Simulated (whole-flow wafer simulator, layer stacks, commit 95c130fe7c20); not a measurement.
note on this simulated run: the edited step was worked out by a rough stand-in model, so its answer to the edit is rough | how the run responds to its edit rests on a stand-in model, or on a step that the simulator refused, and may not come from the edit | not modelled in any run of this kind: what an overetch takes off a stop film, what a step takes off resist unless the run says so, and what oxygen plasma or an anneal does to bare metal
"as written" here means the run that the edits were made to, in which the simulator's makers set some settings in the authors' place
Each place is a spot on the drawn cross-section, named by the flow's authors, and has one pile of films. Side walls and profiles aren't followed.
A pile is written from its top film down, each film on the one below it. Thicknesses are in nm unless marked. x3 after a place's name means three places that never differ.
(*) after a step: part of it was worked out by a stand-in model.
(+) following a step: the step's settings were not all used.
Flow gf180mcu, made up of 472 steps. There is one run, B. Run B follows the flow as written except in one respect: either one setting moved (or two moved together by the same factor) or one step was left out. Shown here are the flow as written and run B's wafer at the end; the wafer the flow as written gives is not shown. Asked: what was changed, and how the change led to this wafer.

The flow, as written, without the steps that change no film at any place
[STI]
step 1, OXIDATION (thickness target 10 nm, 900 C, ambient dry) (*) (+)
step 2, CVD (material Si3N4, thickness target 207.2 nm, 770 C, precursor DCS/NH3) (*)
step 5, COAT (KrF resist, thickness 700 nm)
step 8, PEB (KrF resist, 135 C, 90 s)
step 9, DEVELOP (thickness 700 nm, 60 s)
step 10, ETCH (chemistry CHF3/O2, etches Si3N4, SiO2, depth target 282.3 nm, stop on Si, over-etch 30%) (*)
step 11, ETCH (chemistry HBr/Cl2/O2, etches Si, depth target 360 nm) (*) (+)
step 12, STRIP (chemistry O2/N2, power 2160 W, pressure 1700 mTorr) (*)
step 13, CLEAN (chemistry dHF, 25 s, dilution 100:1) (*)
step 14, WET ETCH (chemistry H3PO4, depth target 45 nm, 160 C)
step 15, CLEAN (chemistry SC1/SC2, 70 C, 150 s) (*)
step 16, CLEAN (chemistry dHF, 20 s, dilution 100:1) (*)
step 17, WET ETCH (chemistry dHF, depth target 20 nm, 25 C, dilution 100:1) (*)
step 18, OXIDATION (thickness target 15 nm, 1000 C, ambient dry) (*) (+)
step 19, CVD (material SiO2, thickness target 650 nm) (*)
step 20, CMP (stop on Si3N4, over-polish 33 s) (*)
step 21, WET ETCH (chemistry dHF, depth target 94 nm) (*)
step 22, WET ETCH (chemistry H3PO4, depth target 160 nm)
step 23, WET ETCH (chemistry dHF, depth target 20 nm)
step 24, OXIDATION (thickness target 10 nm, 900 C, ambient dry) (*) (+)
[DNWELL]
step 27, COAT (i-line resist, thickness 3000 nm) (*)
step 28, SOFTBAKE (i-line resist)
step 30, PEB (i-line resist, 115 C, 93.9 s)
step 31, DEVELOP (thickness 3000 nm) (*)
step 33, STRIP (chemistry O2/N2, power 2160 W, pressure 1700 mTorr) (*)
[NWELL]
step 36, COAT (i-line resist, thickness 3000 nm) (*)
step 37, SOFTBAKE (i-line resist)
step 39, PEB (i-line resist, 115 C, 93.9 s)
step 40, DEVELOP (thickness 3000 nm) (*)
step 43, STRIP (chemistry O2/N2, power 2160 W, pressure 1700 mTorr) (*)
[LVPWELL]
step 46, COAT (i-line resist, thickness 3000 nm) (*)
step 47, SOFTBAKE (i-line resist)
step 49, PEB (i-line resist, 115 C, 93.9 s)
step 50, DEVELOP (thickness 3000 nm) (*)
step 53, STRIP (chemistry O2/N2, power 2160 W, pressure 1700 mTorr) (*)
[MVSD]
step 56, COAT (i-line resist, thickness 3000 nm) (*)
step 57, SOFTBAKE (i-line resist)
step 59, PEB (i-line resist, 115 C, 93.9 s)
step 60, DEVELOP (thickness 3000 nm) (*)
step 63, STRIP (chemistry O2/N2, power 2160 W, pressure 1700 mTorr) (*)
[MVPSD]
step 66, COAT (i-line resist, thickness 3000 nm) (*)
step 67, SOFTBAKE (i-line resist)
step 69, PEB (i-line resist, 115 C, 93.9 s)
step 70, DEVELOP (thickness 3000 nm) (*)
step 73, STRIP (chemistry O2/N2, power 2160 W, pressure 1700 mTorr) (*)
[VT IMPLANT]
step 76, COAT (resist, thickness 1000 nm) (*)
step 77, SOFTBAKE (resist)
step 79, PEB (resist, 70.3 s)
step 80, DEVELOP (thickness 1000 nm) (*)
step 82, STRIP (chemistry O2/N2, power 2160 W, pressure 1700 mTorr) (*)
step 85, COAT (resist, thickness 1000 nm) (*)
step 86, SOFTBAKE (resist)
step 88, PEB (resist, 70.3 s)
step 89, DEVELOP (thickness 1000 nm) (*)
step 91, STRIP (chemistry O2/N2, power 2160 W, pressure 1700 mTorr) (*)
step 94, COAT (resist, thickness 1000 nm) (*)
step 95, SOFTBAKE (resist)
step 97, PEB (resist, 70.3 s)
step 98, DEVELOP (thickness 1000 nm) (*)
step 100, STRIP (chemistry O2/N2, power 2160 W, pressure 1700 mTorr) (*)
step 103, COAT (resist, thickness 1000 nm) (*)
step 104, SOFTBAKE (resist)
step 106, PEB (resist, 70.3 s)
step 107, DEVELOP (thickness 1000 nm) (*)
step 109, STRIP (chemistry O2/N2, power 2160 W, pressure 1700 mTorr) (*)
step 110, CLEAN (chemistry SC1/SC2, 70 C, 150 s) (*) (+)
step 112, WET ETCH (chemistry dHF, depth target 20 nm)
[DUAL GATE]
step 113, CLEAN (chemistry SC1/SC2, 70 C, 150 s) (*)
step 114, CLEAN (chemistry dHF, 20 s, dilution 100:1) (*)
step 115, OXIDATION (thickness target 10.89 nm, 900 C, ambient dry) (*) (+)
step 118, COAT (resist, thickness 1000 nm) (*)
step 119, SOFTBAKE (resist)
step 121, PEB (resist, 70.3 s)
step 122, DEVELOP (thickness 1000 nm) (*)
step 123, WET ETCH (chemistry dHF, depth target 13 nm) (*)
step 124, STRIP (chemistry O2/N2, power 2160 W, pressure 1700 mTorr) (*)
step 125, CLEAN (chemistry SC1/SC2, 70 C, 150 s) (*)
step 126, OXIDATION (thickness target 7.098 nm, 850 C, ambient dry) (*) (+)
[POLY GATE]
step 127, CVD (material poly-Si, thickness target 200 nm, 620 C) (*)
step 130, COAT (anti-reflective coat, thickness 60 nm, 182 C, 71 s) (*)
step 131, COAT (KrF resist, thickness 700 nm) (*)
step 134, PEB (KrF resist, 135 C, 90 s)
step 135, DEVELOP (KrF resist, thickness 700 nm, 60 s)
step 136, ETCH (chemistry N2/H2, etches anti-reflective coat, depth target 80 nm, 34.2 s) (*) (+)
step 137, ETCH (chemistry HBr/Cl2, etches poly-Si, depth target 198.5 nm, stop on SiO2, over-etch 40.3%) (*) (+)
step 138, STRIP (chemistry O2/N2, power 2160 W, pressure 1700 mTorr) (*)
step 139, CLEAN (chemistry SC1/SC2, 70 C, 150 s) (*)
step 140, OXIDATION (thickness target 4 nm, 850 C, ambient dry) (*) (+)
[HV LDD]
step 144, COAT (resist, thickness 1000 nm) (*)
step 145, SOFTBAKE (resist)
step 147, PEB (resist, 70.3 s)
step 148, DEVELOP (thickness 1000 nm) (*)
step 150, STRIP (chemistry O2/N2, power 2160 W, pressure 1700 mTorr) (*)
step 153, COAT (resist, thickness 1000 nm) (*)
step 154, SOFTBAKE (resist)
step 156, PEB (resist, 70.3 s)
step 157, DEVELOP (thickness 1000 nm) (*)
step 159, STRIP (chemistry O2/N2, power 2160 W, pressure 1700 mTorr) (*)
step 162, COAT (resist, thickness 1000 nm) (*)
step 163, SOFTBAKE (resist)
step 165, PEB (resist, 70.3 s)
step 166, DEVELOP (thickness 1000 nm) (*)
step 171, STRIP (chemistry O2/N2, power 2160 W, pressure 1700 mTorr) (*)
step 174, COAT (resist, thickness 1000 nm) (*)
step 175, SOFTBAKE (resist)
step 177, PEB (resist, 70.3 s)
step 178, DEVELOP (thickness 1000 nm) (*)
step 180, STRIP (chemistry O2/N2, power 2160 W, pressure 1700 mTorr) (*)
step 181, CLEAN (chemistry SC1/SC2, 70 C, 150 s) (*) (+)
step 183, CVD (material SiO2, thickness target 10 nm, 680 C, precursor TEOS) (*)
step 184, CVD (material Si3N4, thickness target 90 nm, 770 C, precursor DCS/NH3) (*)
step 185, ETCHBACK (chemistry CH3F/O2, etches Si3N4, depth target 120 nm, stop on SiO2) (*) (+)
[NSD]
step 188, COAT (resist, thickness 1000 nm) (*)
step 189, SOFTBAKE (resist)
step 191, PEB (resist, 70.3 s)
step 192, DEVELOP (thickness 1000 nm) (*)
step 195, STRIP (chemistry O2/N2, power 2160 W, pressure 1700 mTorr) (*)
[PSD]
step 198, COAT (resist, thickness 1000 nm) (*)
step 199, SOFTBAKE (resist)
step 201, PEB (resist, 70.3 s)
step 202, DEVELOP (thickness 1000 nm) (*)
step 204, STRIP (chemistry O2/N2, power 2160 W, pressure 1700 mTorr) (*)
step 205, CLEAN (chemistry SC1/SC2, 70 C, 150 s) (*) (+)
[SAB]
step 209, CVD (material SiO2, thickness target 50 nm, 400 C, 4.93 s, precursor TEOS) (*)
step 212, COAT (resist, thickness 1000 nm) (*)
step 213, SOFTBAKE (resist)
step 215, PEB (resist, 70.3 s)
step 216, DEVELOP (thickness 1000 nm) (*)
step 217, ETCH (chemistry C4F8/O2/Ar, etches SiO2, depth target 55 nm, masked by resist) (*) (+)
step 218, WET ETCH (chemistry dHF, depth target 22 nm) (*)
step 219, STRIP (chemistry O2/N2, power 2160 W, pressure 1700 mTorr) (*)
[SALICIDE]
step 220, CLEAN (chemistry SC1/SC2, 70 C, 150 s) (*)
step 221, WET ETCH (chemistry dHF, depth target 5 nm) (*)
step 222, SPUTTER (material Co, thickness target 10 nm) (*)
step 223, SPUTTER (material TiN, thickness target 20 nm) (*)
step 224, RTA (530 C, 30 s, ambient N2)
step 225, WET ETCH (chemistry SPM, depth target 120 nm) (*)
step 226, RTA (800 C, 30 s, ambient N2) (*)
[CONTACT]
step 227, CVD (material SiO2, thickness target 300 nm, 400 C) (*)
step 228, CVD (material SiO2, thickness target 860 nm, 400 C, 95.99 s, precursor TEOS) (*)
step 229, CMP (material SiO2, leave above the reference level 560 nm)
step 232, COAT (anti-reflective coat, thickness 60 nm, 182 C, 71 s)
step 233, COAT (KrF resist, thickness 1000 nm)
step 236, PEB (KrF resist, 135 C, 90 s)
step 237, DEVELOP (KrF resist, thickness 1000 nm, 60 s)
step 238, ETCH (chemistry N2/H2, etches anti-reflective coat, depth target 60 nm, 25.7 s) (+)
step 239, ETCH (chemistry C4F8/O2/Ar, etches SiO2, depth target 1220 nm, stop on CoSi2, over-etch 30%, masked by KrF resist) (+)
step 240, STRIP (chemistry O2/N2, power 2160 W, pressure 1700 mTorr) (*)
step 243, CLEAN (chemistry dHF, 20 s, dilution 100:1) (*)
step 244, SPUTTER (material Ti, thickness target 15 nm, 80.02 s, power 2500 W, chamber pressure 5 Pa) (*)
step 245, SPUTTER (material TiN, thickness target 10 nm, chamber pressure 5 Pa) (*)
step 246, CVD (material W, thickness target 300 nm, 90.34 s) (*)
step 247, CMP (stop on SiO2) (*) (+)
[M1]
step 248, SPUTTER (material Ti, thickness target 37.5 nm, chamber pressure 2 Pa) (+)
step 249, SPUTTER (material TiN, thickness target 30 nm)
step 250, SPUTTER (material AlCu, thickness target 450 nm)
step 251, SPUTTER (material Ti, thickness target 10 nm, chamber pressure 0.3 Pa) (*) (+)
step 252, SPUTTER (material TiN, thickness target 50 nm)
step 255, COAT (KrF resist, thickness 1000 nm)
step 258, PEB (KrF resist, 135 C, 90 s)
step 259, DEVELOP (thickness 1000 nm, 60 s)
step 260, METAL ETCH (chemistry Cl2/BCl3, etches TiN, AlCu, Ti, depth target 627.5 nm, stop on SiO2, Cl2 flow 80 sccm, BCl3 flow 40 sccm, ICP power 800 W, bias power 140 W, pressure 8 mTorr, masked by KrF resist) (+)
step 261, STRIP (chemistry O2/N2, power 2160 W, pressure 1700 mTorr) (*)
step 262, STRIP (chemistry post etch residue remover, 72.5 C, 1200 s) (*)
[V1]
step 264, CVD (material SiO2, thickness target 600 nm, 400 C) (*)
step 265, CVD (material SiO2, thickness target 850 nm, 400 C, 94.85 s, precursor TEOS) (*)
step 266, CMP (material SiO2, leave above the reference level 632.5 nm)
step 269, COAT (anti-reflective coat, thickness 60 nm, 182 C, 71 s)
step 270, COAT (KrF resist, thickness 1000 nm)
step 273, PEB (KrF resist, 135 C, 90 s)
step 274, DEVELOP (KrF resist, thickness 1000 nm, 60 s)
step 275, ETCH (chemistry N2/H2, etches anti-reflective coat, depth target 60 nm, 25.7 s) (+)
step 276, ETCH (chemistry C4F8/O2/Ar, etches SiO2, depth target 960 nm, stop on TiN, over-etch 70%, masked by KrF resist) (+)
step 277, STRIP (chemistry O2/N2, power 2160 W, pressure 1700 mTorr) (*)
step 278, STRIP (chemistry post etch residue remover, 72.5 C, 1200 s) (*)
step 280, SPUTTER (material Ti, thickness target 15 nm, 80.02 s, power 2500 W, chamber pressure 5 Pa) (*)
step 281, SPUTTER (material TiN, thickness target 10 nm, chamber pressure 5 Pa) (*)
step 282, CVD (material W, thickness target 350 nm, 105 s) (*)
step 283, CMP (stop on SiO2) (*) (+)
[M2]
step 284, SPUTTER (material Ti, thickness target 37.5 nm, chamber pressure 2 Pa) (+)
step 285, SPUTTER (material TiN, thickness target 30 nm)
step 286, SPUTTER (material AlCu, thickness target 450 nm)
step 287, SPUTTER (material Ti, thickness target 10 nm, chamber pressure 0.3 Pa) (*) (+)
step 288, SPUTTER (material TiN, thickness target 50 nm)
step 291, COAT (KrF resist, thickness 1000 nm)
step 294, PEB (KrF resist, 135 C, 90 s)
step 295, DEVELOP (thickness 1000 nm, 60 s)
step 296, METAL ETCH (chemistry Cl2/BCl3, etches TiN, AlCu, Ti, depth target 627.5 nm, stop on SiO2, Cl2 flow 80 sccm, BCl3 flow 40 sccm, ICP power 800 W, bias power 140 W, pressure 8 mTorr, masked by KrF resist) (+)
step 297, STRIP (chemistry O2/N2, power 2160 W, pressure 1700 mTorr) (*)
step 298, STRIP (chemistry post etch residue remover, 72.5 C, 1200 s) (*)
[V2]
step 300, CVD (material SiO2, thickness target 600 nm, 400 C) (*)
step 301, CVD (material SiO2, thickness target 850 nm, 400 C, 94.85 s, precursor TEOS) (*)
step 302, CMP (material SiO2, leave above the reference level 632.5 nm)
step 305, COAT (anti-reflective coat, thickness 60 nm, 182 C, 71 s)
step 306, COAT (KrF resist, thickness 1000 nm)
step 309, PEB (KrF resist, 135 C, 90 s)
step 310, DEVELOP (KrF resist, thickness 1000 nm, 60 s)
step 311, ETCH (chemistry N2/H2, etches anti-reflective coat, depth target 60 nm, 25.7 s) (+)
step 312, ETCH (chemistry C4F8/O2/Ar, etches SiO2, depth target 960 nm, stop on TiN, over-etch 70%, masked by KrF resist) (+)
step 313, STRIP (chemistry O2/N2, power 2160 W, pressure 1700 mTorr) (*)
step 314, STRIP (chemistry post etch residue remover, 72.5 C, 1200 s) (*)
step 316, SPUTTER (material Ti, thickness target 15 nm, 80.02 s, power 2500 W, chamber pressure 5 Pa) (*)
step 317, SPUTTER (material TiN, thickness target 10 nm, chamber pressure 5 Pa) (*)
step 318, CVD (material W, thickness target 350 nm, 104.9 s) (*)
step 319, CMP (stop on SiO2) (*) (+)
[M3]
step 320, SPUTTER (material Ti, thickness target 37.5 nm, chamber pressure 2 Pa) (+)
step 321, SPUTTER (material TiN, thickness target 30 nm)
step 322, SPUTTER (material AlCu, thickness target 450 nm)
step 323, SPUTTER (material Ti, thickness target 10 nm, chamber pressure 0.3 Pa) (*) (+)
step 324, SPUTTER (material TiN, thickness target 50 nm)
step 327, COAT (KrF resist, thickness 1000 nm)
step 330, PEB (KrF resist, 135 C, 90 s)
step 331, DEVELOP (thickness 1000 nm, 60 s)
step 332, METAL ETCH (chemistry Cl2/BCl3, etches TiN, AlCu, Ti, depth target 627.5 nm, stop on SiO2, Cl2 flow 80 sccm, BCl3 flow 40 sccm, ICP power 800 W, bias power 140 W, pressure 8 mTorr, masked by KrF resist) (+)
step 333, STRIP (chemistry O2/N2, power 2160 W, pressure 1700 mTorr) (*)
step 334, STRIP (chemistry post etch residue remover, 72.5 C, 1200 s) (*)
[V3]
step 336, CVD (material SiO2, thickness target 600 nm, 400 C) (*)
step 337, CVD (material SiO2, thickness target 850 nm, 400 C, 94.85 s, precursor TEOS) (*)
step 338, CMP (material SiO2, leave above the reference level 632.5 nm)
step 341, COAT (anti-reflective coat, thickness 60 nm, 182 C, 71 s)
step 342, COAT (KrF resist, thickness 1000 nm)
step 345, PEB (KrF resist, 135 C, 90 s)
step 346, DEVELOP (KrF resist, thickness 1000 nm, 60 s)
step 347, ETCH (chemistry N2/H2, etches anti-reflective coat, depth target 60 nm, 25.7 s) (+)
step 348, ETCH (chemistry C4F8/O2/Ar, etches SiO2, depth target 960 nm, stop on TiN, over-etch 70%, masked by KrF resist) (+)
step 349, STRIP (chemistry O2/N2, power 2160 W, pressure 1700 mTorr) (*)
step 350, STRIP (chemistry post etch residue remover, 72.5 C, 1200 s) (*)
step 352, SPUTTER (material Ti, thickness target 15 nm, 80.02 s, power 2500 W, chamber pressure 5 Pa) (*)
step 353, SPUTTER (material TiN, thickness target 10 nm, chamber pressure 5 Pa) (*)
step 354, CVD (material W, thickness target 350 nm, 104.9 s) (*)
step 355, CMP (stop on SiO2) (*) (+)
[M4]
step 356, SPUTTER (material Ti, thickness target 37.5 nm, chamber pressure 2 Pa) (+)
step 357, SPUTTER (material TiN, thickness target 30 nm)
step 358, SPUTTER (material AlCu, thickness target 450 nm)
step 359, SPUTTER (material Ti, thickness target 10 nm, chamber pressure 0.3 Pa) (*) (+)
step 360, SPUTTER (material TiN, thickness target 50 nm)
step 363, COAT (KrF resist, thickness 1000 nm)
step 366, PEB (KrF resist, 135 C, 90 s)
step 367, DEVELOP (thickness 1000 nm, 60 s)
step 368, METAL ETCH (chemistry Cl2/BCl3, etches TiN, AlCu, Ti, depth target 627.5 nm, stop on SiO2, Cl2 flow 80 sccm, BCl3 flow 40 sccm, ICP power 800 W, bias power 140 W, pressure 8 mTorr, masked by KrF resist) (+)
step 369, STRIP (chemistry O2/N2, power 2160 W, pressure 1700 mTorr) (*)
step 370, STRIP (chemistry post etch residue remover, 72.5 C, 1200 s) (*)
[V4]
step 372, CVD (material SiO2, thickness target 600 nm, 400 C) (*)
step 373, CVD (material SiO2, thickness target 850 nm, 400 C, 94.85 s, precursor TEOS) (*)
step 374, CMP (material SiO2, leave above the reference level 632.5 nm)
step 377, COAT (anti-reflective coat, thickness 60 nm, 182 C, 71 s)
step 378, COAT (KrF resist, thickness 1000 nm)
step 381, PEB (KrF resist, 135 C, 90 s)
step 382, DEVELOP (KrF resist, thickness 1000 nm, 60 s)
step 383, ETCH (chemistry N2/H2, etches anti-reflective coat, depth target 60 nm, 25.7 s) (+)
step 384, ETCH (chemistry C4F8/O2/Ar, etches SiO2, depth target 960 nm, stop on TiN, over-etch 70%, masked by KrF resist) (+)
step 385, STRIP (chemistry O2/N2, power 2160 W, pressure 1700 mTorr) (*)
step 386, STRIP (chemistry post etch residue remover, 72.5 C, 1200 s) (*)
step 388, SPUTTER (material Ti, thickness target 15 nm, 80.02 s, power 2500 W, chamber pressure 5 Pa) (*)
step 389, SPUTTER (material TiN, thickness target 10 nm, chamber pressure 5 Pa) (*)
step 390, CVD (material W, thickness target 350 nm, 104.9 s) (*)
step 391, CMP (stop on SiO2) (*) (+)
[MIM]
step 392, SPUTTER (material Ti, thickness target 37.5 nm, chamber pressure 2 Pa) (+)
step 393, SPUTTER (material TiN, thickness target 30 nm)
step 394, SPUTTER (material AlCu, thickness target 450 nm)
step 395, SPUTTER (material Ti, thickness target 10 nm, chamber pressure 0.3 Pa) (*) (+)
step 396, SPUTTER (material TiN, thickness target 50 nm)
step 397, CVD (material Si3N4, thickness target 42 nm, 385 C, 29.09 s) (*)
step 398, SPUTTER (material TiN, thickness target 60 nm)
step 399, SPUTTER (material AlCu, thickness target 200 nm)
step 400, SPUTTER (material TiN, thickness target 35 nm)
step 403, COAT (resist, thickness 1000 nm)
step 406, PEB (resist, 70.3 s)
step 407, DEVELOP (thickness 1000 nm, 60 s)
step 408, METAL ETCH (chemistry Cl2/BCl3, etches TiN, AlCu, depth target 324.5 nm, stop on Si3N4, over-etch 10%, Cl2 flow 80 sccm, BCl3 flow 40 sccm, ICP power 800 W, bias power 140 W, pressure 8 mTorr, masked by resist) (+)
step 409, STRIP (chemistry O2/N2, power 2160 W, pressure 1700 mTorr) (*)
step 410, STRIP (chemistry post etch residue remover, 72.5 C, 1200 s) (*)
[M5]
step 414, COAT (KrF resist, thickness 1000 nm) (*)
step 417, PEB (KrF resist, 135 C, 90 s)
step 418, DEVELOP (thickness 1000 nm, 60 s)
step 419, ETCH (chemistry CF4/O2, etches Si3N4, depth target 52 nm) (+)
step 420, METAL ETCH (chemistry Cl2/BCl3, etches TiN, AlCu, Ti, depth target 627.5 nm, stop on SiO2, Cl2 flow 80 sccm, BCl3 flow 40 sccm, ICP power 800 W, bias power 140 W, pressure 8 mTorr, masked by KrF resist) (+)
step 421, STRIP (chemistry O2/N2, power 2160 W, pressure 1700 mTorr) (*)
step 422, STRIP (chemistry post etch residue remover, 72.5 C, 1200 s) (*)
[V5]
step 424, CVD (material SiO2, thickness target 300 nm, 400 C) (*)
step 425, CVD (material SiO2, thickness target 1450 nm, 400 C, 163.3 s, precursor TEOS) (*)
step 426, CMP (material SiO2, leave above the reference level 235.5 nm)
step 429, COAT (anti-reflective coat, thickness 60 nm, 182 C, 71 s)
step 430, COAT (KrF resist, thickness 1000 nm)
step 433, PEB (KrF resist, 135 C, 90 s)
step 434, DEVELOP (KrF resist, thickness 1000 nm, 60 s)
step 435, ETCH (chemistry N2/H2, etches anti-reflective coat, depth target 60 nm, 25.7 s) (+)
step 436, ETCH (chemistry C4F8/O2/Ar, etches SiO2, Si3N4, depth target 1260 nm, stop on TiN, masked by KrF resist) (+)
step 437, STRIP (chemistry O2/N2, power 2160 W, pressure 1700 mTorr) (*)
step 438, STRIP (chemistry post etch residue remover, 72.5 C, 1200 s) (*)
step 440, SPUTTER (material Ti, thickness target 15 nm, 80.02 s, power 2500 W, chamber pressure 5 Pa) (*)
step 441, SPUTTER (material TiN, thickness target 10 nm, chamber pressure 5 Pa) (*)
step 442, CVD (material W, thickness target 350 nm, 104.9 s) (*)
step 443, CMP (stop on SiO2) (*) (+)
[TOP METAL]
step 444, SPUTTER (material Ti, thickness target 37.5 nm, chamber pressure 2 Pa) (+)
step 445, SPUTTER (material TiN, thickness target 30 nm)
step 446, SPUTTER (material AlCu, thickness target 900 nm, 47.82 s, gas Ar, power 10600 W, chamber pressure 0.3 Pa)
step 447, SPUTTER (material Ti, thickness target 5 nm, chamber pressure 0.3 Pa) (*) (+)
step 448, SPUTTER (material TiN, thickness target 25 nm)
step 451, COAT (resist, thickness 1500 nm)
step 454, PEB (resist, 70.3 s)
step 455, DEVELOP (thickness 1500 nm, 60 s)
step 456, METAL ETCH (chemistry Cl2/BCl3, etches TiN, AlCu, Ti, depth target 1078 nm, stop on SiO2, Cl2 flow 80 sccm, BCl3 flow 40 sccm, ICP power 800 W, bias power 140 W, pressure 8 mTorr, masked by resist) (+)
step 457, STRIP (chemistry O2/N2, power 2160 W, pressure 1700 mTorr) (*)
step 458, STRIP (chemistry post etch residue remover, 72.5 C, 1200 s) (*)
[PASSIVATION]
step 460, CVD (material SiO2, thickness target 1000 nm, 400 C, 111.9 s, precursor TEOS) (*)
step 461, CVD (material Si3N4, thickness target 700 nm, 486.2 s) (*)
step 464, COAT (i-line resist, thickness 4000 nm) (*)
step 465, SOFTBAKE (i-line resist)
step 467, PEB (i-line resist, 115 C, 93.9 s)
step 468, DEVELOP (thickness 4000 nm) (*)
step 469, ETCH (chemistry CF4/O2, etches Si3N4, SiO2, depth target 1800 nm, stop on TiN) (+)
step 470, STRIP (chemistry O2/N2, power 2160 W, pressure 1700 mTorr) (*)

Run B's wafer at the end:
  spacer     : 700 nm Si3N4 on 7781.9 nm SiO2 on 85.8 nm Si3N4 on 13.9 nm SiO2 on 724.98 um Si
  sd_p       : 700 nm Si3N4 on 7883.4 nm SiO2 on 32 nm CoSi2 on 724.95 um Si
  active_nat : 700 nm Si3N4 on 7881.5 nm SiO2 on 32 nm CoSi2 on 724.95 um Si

What caused this: step 183, CVD: thickness target 6.7 nm was run, while the flow as written has thickness target 10 nm.

Step by step, how the change led to this:
  step 183, CVD (material SiO2, thickness target 10 nm, 680 C, precursor TEOS) (*)
      field, field__w1, field__w2 and 99 more: +6.7 SiO2 (in the flow as written it would be: +10 SiO2)
      ld_drift_p: +6.61 SiO2 (in the flow as written it would be: +9.87 SiO2)
      (as well as at 1 more place)
  step 189, SOFTBAKE (resist)
      field: -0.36 resist (in the flow as written it would be: +3.56 resist)
      active_hv: -0.53 resist (in the flow as written it would be: +2.68 resist)
      (as well as at 3 more places)
  step 199, SOFTBAKE (resist)
      field: -0.36 resist (in the flow as written it would be: +3.56 resist)
      active_hv: -0.53 resist (in the flow as written it would be: +2.68 resist)
      (as well as at 3 more places)
  step 218, WET ETCH (chemistry dHF, depth target 22 nm) (*)
      gate, gate_hv, gate_p and 23 more: -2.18 SiO2 (all of it) (in the flow as written it would be: -5.48 SiO2 (all of it))
      active, p_well, sd_n, iso_ptap_pw, iso_ntap_nw, iso_ptap_sub, vpnp_e: -5.71 SiO2 (all of it) (in the flow as written it would be: -9.01 SiO2 (all of it))
      (as well as at 16 more places)
